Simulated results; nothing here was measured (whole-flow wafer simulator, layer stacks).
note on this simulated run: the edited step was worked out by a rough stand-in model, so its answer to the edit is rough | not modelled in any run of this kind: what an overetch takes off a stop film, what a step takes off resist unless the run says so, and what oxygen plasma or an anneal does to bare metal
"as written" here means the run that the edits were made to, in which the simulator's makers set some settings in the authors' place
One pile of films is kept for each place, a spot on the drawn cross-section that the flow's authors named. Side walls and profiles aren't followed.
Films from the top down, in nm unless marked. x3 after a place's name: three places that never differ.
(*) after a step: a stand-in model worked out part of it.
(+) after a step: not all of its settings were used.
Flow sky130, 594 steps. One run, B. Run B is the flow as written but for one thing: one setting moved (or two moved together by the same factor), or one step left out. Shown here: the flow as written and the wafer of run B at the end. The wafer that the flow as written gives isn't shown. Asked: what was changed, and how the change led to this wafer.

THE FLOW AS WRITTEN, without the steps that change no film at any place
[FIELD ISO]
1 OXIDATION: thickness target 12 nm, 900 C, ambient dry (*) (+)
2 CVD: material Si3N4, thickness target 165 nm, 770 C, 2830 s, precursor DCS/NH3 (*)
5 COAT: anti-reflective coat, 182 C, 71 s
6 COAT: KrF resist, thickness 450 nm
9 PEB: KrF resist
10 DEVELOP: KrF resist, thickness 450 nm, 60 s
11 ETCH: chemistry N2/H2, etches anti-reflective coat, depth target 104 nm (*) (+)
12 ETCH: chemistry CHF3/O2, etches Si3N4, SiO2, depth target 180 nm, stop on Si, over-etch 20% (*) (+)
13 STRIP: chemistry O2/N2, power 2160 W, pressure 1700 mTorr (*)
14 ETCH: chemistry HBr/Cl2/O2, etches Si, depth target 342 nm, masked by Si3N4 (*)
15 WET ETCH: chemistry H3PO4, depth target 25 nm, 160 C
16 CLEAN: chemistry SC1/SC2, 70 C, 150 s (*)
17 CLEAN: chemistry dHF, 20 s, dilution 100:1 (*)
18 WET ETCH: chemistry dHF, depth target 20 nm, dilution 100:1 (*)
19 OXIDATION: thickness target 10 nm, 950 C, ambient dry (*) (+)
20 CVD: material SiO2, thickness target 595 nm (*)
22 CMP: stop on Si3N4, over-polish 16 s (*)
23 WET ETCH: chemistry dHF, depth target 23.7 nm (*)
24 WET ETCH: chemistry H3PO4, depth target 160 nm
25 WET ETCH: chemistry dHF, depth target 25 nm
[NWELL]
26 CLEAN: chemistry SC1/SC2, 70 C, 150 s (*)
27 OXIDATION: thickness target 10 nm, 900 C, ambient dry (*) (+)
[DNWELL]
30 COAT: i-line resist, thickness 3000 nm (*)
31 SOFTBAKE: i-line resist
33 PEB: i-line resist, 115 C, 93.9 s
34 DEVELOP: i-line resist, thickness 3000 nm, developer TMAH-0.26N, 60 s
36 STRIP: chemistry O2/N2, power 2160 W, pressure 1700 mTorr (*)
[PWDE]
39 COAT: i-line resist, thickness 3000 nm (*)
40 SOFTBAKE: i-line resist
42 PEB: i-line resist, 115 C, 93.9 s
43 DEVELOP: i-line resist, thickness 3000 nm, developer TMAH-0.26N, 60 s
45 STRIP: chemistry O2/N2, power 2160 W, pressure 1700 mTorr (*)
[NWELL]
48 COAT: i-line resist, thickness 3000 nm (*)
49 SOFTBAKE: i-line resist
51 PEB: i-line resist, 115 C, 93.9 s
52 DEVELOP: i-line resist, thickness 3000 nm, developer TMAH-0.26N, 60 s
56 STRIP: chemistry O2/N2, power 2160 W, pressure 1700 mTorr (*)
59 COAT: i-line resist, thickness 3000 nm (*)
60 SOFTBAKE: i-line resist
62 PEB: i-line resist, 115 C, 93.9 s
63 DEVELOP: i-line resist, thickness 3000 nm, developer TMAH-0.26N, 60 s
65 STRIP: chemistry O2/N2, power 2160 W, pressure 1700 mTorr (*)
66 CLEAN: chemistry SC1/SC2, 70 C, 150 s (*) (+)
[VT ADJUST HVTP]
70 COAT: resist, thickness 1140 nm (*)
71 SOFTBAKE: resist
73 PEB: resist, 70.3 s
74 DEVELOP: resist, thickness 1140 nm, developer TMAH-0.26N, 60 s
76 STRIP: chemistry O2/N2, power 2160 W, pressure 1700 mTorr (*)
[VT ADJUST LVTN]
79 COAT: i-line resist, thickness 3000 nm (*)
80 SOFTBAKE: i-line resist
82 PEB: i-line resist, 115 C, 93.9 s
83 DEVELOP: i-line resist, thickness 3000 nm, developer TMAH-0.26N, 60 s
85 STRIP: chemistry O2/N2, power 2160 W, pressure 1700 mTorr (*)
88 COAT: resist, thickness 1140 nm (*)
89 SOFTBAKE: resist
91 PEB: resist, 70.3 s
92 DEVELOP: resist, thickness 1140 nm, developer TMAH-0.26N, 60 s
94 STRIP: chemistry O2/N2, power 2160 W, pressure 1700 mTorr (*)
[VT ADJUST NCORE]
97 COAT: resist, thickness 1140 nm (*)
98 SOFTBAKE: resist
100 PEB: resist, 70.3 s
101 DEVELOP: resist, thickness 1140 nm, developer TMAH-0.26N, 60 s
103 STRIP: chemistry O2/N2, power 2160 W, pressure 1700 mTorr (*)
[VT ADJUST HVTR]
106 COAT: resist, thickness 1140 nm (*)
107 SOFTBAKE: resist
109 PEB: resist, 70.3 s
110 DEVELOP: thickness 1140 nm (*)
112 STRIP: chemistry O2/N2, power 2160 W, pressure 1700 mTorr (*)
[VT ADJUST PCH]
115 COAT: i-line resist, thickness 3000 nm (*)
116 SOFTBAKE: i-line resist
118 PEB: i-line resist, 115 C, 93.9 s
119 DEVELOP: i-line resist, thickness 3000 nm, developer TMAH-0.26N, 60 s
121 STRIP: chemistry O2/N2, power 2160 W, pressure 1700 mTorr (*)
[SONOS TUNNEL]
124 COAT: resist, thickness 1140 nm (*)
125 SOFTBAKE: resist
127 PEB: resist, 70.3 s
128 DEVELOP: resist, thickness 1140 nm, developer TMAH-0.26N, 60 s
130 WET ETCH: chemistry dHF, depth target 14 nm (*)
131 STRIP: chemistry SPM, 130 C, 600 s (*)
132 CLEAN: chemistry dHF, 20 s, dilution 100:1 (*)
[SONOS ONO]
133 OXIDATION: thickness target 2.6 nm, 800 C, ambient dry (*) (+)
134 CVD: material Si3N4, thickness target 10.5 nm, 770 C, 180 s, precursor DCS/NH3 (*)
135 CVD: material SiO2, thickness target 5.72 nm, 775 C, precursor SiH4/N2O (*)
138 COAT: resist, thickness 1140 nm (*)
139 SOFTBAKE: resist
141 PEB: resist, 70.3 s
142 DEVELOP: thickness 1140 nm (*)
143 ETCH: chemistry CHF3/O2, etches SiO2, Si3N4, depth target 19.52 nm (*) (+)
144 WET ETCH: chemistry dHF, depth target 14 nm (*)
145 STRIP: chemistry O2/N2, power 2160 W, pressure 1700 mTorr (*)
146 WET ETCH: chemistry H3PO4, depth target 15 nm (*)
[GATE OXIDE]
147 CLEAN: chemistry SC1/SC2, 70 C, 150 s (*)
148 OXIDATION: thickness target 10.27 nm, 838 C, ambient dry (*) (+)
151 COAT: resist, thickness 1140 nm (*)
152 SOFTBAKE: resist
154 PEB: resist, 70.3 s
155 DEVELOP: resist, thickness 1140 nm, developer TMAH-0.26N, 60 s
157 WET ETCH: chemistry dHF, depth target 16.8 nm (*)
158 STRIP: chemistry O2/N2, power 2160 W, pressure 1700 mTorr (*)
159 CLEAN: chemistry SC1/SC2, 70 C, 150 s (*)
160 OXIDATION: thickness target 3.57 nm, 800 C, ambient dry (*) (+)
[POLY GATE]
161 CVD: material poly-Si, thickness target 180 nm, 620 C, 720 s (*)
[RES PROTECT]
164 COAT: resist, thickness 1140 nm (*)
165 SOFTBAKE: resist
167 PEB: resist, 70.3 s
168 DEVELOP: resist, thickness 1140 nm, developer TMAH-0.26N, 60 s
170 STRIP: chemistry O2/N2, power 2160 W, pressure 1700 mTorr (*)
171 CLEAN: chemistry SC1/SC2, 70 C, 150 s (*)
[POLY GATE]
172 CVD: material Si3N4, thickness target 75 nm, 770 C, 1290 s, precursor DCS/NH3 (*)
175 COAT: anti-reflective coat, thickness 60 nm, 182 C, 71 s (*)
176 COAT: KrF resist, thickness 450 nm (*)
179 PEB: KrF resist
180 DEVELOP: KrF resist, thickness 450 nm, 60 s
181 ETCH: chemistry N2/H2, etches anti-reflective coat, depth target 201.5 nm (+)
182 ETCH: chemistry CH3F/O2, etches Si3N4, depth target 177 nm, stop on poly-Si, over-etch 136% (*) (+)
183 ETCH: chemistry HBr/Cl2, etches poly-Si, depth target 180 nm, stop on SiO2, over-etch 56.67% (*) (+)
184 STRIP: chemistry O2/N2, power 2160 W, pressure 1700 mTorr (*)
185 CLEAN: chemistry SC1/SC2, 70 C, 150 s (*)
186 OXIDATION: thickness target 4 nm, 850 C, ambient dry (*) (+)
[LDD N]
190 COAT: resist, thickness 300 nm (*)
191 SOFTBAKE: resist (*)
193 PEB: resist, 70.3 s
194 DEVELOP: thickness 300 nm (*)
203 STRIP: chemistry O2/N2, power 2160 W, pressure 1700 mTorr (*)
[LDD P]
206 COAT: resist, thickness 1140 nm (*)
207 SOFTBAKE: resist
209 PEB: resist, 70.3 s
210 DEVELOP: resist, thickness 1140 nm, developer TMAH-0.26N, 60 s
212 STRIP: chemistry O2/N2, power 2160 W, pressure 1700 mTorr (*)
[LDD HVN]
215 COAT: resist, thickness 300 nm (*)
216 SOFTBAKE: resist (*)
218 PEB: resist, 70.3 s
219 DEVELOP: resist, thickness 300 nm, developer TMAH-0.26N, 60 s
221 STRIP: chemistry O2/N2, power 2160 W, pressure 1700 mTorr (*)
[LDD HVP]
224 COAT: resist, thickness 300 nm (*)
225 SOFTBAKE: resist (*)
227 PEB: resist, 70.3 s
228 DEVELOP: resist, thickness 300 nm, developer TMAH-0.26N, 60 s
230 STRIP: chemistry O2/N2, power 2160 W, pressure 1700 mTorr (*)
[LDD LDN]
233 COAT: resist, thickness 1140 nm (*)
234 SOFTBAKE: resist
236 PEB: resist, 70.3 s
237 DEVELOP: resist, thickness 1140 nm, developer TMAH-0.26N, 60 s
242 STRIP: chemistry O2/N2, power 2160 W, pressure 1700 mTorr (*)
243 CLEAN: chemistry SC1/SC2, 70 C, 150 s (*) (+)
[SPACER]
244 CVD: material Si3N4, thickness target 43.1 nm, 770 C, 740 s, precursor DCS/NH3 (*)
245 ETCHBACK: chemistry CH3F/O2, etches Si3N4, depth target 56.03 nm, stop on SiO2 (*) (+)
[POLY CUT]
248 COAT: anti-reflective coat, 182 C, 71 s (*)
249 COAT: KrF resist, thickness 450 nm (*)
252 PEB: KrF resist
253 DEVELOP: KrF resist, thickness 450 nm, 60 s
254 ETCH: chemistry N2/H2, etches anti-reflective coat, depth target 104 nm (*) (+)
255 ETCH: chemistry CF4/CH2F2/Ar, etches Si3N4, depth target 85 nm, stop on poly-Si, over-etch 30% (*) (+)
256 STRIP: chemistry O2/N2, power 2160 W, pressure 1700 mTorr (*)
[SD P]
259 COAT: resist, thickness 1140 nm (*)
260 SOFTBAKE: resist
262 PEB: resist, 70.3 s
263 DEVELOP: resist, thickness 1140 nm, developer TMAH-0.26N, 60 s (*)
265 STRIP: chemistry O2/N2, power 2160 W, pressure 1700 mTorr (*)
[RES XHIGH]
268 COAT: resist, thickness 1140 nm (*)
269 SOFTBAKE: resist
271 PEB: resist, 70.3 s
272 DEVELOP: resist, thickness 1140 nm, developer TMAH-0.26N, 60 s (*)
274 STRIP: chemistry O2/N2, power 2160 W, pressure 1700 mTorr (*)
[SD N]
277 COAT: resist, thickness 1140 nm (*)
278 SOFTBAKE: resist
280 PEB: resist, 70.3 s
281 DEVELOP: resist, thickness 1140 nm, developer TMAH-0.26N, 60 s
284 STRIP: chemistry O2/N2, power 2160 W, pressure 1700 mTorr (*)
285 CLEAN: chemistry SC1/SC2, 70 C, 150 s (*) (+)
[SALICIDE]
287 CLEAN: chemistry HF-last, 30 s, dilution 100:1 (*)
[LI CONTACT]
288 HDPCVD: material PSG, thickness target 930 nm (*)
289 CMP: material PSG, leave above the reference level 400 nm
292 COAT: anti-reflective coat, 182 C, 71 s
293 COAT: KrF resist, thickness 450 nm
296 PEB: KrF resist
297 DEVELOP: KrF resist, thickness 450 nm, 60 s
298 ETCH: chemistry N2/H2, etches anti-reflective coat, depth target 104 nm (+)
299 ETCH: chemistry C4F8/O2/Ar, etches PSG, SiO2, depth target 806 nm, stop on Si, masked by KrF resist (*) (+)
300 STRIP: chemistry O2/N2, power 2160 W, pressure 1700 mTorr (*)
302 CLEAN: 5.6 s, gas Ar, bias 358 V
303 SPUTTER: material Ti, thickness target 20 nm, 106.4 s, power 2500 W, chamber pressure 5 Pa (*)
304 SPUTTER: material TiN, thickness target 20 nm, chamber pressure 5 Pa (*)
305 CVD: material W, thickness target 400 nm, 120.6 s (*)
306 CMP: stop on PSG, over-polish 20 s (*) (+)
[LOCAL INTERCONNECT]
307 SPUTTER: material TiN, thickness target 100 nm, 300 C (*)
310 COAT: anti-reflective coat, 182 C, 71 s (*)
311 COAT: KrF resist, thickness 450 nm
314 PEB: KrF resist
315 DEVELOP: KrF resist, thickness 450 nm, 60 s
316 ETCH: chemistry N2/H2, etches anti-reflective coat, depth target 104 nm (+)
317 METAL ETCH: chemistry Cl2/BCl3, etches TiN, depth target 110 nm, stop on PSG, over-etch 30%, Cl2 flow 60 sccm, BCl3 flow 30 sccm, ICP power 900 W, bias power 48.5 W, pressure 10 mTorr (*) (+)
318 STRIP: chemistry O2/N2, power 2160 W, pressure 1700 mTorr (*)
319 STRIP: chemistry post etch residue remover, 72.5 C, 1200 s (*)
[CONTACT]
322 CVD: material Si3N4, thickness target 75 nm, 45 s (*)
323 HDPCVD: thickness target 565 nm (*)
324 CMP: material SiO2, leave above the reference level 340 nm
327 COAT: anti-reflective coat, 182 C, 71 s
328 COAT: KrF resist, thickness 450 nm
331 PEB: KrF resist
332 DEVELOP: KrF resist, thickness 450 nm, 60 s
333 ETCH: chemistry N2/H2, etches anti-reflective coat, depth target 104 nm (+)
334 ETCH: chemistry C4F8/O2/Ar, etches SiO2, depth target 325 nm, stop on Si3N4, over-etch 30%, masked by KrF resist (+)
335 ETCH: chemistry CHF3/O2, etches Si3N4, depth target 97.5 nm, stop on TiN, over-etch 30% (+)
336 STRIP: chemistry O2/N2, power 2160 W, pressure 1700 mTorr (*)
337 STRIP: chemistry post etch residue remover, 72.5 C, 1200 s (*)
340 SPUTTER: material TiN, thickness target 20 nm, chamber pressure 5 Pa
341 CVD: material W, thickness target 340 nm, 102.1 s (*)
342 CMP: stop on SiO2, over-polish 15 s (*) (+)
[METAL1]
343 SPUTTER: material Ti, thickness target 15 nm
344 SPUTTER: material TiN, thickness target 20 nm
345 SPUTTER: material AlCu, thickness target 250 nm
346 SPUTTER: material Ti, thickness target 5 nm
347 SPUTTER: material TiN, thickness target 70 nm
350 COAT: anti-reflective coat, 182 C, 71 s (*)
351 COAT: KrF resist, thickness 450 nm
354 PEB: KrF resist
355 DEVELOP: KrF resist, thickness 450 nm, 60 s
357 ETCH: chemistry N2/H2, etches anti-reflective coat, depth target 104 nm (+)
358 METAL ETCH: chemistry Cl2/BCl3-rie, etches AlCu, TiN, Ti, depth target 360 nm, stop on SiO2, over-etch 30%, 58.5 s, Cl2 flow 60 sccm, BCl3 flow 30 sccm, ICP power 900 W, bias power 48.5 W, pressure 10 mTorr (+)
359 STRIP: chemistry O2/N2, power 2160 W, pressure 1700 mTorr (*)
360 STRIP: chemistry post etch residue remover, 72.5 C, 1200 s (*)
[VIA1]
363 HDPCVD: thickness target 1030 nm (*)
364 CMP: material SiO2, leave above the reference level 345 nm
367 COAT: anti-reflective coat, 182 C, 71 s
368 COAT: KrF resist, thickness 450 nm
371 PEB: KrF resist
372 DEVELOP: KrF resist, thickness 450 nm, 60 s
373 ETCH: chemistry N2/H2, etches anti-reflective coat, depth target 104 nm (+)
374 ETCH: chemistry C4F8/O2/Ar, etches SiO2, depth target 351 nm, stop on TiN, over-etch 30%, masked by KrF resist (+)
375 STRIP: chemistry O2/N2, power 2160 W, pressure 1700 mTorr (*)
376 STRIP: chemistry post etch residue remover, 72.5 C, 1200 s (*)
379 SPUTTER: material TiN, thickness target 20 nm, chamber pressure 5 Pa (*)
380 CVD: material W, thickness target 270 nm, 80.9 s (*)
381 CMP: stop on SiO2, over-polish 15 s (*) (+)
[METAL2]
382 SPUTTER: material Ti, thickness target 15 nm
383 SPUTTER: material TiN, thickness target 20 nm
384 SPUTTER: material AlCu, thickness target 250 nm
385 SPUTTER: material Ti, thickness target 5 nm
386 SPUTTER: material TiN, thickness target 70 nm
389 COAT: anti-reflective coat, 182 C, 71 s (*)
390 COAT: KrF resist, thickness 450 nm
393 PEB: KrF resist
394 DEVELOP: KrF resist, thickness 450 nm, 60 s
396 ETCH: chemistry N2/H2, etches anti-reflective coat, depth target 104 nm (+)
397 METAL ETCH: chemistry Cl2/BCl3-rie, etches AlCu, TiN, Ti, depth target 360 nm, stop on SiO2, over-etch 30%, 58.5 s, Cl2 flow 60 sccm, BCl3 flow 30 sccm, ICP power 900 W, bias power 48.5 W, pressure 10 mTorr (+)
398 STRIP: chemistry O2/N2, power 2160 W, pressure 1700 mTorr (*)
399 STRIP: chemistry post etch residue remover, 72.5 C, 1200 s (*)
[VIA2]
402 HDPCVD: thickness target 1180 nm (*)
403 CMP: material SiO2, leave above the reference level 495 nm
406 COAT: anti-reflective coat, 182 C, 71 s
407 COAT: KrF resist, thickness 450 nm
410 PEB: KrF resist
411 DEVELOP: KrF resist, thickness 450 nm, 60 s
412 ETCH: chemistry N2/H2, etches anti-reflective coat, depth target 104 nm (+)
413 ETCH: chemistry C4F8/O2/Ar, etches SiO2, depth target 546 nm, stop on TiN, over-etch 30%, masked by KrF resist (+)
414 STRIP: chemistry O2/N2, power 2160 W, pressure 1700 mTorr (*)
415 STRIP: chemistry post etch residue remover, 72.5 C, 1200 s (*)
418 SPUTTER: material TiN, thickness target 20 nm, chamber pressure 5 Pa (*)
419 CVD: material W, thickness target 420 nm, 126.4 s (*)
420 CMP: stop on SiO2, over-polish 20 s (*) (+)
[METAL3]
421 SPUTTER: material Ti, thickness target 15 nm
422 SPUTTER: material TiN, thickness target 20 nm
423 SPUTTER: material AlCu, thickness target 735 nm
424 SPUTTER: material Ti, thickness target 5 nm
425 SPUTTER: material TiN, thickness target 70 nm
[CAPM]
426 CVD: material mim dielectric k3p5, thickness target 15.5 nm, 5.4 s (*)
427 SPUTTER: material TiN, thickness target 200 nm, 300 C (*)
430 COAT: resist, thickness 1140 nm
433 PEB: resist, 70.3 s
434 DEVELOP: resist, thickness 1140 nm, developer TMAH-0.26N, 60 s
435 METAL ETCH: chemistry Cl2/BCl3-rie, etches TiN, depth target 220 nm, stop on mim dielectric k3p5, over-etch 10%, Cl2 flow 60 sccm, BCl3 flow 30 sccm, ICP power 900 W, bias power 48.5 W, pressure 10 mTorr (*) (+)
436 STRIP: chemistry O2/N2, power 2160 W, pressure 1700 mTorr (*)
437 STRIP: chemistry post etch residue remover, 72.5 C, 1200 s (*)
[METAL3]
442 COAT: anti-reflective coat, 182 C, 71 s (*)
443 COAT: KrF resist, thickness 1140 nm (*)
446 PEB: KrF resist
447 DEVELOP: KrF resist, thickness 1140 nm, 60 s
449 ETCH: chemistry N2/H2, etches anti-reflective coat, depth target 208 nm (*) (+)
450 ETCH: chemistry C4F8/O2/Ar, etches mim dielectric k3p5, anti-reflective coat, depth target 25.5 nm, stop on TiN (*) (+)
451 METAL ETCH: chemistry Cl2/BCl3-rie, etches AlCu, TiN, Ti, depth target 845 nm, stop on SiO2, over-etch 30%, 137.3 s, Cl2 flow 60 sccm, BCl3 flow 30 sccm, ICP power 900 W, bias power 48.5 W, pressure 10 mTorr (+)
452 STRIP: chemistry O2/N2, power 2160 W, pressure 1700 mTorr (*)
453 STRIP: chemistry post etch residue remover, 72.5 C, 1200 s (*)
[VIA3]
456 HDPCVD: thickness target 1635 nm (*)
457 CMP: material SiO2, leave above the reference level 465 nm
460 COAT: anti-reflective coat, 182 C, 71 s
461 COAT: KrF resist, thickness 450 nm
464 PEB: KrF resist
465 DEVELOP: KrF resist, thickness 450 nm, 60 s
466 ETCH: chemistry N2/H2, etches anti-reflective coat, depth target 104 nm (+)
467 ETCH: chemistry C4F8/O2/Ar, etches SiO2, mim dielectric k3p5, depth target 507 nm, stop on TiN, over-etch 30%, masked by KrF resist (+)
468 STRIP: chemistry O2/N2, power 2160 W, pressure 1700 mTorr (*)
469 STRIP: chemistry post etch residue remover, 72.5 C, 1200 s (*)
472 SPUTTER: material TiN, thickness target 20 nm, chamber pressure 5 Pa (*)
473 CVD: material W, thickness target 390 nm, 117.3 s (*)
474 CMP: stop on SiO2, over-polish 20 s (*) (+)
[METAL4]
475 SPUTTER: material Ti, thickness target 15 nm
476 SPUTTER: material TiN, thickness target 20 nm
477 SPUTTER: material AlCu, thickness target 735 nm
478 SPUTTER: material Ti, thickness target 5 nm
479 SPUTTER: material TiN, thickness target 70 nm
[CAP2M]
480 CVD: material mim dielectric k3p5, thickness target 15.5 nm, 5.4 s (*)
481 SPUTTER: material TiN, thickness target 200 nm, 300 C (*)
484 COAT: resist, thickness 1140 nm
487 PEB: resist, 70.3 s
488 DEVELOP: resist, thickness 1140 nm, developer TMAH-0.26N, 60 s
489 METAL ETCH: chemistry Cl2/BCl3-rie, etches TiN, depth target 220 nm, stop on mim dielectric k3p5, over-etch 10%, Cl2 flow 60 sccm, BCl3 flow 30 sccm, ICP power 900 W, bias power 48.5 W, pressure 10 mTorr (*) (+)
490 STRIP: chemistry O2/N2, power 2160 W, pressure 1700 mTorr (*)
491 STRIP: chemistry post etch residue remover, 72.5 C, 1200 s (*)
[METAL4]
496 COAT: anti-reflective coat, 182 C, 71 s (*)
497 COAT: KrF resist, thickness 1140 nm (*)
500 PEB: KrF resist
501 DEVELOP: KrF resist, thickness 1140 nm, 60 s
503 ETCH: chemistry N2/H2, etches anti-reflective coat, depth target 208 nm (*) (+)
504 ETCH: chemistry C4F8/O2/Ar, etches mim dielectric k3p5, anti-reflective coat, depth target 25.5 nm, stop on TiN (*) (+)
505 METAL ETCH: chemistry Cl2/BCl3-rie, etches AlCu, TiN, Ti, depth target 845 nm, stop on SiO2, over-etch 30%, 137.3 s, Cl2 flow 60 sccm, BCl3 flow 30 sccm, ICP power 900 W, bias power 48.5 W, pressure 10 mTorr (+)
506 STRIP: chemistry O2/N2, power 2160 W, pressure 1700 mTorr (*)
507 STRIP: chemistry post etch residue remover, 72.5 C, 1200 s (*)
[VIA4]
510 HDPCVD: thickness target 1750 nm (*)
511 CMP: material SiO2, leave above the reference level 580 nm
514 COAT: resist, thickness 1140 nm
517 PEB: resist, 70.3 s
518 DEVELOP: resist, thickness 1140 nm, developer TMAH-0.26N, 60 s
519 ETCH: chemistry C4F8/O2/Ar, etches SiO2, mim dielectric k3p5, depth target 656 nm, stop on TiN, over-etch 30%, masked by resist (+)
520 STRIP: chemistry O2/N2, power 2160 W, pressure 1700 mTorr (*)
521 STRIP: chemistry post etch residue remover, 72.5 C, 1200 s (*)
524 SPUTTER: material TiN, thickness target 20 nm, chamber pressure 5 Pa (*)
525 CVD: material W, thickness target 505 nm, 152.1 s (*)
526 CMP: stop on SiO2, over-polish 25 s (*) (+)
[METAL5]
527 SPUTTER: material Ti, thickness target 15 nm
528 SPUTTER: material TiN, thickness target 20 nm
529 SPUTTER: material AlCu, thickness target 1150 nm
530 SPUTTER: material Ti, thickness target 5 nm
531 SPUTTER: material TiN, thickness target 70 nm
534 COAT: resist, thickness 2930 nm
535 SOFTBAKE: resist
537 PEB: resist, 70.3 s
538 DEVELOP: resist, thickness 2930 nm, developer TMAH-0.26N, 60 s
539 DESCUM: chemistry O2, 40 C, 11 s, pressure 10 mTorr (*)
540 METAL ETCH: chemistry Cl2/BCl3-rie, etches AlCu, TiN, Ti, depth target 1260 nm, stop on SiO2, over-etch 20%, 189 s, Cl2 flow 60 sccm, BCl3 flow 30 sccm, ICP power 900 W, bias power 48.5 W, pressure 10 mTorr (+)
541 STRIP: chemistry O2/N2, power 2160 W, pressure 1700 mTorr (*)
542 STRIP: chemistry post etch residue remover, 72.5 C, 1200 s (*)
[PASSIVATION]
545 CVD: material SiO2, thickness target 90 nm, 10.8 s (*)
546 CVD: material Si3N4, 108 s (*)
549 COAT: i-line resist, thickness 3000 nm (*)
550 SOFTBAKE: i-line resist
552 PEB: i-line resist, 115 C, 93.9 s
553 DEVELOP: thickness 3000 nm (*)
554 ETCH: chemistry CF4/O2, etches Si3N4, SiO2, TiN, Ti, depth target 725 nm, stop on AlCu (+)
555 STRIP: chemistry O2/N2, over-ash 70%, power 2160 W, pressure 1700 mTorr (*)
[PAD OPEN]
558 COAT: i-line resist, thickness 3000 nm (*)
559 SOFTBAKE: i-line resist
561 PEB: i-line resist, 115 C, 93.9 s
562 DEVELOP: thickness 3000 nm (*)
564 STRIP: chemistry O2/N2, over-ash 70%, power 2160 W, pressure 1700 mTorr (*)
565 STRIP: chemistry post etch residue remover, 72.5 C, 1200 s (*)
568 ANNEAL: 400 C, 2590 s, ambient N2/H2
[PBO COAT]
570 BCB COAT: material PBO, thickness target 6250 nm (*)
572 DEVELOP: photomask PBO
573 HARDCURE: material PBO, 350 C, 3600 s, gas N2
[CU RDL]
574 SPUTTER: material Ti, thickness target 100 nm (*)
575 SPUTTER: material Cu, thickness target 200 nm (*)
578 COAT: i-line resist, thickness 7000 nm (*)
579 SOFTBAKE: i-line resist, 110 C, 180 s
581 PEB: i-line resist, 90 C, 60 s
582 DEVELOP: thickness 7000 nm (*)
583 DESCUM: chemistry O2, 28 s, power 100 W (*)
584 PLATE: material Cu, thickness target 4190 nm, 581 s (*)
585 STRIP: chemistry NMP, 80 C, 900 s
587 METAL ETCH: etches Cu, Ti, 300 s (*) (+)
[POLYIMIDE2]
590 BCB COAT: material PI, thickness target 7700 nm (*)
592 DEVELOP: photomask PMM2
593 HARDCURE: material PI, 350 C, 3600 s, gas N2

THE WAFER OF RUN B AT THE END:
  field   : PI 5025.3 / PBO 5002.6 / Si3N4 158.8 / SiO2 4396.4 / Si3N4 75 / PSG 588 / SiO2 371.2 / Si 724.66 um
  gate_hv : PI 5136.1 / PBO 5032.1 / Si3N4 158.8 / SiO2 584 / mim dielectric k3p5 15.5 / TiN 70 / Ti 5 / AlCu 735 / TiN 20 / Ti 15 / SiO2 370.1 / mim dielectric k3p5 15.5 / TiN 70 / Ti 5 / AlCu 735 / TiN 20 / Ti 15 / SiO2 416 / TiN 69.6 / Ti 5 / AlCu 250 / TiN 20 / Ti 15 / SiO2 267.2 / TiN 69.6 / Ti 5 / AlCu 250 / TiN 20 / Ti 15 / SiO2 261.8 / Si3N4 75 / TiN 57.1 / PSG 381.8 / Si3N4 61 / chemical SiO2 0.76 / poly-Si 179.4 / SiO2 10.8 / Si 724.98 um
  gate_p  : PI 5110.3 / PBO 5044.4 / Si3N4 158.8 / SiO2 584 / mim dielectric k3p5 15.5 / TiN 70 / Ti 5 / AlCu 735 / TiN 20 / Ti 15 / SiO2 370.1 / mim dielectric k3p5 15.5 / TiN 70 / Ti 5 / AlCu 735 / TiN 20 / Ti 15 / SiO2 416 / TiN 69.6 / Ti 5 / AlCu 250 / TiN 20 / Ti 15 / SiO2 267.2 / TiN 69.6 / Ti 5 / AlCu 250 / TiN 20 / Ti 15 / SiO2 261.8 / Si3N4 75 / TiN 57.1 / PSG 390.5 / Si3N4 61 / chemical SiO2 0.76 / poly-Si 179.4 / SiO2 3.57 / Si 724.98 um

The cause: step 307, SPUTTER: thickness target 57.5 nm was run, where the flow has thickness target 100 nm.

How the change led to this, step by step:
  307 SPUTTER: material TiN, thickness target 100 nm, 300 C (*)
      field, active, n_well and 188 more: TiN +57.5 (new film) (as written it would be: TiN +100 (new film))
  317 METAL ETCH: chemistry Cl2/BCl3, etches TiN, depth target 110 nm, stop on PSG, over-etch 30%, Cl2 flow 60 sccm, BCl3 flow 30 sccm, ICP power 900 W, bias power 48.5 W, pressure 10 mTorr (*) (+)
      n_well, p_well, gate_hv and 97 more: KrF resist -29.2 (as written it would be: KrF resist -44)
      field, active, gate and 88 more: TiN -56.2 (all of it) (as written it would be: TiN -98.7 (all of it))
  318 STRIP: chemistry O2/N2, power 2160 W, pressure 1700 mTorr (*)
      n_well, p_well, gate_hv and 93 more: KrF resist -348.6 (all of it), anti-reflective coat -80 (all of it) (as written it would be: KrF resist -333.8 (all of it), anti-reflective coat -80 (all of it))
      poly_licon, ndiff_licon, ndiff_licon_cpp, rpo_hd_licon: KrF resist -348.7 (all of it), anti-reflective coat -80.5 (all of it) (as written it would be: KrF resist -333.9 (all of it), anti-reflective coat -80.5 (all of it))
  324 CMP: material SiO2, leave above the reference level 340 nm
      field, active, gate and 88 more: SiO2 -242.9 (as written it would be: SiO2 -200.4)
